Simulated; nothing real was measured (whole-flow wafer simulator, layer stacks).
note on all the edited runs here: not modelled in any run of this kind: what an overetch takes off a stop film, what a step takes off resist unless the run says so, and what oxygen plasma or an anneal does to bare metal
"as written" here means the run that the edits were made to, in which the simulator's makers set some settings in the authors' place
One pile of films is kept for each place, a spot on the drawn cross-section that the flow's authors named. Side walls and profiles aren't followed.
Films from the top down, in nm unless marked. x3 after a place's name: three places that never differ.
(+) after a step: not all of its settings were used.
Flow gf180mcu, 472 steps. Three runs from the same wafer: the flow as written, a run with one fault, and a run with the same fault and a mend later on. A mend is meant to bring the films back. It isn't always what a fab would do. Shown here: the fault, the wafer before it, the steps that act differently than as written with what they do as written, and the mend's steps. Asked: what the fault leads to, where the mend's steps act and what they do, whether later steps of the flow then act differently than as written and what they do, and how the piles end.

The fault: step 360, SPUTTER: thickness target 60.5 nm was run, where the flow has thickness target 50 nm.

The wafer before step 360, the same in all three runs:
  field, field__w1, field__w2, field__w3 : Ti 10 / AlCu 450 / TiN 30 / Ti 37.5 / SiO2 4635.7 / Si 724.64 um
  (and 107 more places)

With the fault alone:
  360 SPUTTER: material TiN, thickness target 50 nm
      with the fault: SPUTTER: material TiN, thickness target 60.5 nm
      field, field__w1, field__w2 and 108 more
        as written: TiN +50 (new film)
        with the fault: TiN +60.5 (new film)
  Later steps of the flow that act differently than as written (6 more steps differ only slightly, by at most 2% or 0.5 nm, whichever is larger, and aren't shown):
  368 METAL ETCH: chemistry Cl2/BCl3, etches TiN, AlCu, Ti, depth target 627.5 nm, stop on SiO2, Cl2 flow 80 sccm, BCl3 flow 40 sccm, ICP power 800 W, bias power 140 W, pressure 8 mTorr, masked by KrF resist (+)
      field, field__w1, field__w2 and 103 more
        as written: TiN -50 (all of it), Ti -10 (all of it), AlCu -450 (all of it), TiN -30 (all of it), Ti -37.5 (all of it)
        with the fault: TiN -60.5 (all of it), Ti -10 (all of it), AlCu -450 (all of it), TiN -30 (all of it), Ti -37.5 (all of it)
  At the end the piles differ from the flow's by more than 2% or 0.5 nm, whichever is larger, at field__w8, contact, m1, m1__w1, m1_nw.
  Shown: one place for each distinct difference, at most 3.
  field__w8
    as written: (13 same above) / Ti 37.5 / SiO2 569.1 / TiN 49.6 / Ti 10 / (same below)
    with the fault: (13 same above) / Ti 37.5 / SiO2 558.6 / TiN 60.1 / Ti 10 / (same below)
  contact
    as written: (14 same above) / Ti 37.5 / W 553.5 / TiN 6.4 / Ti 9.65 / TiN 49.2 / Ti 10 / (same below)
    with the fault: (14 same above) / Ti 37.5 / W 542.9 / TiN 6.44 / Ti 9.71 / TiN 59.7 / Ti 10 / (same below)

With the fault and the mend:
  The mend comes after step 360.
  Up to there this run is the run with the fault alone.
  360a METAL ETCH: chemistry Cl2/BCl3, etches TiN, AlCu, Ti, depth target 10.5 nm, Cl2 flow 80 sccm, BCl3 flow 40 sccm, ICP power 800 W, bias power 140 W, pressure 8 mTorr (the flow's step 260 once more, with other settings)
      field, field__w1, field__w2 and 108 more
        TiN -10.5
  No later step of the flow acts differently than as written at any place that is followed.
  At the end the piles are the same as the flow's at every place that both follow.
